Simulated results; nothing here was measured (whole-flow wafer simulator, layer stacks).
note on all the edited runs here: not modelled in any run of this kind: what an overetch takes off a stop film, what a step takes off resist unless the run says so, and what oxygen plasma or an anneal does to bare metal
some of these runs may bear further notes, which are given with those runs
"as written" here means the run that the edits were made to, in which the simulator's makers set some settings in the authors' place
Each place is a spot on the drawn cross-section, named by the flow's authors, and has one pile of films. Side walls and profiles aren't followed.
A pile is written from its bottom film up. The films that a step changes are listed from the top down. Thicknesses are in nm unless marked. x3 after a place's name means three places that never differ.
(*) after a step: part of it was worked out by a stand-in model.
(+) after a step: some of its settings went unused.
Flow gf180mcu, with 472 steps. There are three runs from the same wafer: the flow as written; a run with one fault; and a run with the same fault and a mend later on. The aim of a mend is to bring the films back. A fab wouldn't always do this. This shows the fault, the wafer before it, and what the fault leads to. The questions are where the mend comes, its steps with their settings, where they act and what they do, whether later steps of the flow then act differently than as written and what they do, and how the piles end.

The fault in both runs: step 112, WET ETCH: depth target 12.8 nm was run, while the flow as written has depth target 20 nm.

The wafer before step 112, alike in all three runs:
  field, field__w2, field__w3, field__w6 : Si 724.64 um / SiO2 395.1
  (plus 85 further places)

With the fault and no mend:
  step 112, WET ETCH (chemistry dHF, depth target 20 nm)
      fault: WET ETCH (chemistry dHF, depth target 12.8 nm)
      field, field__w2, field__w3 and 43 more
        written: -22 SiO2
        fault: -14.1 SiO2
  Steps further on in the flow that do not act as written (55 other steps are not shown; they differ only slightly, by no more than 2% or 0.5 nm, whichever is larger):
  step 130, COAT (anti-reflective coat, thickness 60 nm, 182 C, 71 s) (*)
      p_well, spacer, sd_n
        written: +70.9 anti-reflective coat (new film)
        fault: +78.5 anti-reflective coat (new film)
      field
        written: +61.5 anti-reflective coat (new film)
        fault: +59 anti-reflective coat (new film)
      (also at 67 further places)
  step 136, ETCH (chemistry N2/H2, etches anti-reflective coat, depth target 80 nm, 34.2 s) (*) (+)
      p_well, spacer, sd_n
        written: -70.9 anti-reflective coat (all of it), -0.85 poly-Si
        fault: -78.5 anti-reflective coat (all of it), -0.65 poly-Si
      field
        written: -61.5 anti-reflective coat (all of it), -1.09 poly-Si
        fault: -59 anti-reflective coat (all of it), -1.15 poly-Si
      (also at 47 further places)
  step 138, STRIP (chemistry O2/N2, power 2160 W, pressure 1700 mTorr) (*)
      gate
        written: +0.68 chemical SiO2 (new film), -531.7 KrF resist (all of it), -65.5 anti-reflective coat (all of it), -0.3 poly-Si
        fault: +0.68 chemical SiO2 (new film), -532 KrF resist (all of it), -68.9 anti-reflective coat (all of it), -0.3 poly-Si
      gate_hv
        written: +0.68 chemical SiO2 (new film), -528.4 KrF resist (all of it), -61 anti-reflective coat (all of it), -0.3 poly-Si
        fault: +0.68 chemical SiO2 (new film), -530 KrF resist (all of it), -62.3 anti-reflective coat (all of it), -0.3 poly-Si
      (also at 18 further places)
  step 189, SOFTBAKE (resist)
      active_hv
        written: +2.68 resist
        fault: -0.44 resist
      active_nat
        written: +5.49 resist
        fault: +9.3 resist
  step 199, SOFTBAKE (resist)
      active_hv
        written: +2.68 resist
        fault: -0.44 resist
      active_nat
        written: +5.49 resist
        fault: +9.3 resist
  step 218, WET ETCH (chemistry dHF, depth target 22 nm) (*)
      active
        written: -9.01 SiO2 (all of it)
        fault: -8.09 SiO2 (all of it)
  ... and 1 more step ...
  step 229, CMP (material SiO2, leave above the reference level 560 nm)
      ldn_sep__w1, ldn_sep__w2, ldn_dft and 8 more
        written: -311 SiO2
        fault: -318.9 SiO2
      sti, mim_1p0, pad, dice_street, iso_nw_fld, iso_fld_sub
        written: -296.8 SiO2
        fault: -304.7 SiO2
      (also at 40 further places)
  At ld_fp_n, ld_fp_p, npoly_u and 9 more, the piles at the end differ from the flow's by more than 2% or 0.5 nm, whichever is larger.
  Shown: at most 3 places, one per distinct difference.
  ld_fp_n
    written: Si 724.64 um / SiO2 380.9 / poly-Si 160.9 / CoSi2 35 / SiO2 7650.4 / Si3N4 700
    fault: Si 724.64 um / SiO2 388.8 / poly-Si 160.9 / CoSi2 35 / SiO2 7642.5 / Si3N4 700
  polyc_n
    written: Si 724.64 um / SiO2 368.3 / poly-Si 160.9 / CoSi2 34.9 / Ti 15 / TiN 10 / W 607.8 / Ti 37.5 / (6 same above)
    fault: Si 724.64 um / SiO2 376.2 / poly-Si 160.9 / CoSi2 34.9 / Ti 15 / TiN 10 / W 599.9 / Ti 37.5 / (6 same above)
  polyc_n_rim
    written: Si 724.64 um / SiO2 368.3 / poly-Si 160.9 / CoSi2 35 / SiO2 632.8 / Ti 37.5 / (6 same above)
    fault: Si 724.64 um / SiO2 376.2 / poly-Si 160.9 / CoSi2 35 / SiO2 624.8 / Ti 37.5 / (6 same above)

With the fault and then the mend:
  After step 112 comes the mend.
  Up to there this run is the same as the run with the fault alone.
  step 112a, WET ETCH (chemistry dHF, depth target 7.2 nm) (a further turn of the flow's step 112, with different settings)
      field, field__w2, field__w3 and 43 more
        -7.2 SiO2
  Steps further on in the flow that do not act as written (56 other steps are not shown; they differ only slightly, by no more than 2% or 0.5 nm, whichever is larger):
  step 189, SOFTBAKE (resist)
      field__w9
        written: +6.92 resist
        mend: -3.06 resist
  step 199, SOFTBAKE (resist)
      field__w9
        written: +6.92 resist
        mend: -3.06 resist
  When the end is reached, the piles differ only a little from the flow's at the places that both follow, at most by 2% or 0.5 nm, whichever is larger.
